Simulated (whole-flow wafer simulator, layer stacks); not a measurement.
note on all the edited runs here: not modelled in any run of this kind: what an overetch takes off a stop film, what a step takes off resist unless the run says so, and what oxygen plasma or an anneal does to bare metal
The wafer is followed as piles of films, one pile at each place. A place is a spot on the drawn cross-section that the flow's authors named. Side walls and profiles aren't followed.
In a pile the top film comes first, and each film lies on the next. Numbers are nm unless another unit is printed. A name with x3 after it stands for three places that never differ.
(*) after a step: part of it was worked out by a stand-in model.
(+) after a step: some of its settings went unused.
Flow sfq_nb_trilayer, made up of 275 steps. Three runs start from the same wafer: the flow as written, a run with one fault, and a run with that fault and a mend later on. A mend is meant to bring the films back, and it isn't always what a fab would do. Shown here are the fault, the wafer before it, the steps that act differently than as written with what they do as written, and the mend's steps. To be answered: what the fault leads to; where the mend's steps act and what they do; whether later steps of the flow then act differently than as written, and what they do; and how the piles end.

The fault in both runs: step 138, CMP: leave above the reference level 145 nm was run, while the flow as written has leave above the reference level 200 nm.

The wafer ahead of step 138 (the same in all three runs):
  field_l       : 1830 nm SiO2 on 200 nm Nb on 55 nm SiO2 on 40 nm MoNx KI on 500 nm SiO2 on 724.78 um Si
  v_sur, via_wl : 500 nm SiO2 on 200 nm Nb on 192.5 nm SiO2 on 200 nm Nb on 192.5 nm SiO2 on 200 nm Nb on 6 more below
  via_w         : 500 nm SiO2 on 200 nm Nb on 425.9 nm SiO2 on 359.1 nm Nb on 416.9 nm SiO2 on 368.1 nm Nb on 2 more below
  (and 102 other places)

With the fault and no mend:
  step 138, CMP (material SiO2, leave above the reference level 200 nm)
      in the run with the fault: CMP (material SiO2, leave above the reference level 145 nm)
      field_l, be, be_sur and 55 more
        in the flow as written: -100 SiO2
        in the run with the fault: -155 SiO2
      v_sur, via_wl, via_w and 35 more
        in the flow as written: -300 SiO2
        in the run with the fault: -355 SiO2
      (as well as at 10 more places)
  Steps further on in the flow that do not act as written (not shown: 6 more steps that differ only slightly, by at most 2% or 0.5 nm, whichever is larger):
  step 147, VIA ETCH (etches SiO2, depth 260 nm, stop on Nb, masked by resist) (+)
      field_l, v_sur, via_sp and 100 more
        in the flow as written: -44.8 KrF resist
        in the run with the fault: -37.5 KrF resist
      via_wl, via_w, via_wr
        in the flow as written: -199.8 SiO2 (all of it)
        in the run with the fault: -144.8 SiO2 (all of it)
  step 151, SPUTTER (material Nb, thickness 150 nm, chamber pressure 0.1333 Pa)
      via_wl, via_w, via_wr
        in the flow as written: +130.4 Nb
        in the run with the fault: +136.8 Nb
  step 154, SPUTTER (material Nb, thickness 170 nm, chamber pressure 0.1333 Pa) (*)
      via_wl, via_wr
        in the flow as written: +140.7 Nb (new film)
        in the run with the fault: +150.3 Nb (new film)
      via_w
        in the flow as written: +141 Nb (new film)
        in the run with the fault: +150.6 Nb (new film)
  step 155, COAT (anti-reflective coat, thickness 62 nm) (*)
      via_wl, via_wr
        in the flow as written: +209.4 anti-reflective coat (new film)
        in the run with the fault: +159.2 anti-reflective coat (new film)
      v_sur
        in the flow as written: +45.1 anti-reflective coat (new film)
        in the run with the fault: +47.3 anti-reflective coat (new film)
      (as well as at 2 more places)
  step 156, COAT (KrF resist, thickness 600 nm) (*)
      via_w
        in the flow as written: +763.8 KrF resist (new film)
        in the run with the fault: +711.7 KrF resist (new film)
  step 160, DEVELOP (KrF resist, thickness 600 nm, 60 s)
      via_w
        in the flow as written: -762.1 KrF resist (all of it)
        in the run with the fault: -710.1 KrF resist (all of it)
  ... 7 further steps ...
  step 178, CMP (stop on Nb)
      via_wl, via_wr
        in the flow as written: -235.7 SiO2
        in the run with the fault: -297.1 SiO2
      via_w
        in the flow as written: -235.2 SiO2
        in the run with the fault: -296.5 SiO2
  By the end, the piles at v_sur, via_wl, via_w and 86 more depart from the flow's by more than 2% or 0.5 nm, whichever is larger.
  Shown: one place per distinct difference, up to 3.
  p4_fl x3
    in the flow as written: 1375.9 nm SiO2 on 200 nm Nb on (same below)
    in the run with the fault: 1320.9 nm SiO2 on 200 nm Nb on (same below)
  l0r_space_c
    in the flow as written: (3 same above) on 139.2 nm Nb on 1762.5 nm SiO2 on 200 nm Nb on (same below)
    in the run with the fault: (3 same above) on 139.2 nm Nb on 1707.5 nm SiO2 on 200 nm Nb on (same below)
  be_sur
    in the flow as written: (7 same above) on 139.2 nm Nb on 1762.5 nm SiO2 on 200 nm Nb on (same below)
    in the run with the fault: (7 same above) on 139.2 nm Nb on 1707.5 nm SiO2 on 200 nm Nb on (same below)

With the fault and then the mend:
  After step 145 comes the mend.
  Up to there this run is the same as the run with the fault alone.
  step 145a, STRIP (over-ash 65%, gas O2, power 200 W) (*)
      field_l, v_sur, via_sp and 100 more
        -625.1 KrF resist (all of it), -62 anti-reflective coat (all of it)
      via_wl, via_w, via_wr
        -62 anti-reflective coat (all of it)
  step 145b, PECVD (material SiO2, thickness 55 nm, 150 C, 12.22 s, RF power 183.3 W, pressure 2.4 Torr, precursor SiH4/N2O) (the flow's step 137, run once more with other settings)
      field_l, v_sur, via_wl and 103 more
        +55 SiO2
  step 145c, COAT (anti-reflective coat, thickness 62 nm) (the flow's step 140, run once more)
      field_l, v_sur, via_wl and 103 more
        +62 anti-reflective coat (new film)
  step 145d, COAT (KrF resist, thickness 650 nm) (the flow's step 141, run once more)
      field_l, v_sur, via_wl and 103 more
        +650 KrF resist (new film)
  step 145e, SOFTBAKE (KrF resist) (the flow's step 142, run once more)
      alters no film at any place that is followed
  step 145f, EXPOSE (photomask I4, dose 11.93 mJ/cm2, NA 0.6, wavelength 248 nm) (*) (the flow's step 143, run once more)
      alters no film at any place that is followed
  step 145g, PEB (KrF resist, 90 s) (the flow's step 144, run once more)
      field_l, v_sur, via_wl and 103 more
        -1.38 KrF resist
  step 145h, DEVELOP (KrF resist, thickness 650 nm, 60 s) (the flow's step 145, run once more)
      field_l, v_sur, via_sp and 100 more
        -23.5 KrF resist
      via_wl, via_w, via_wr
        -648.6 KrF resist (all of it)
  Every later step of the flow that is run acts as written, at every place that is followed, to within 2% or 0.5 nm, whichever is larger.
  The piles end the same as the flow's at every place that both follow.
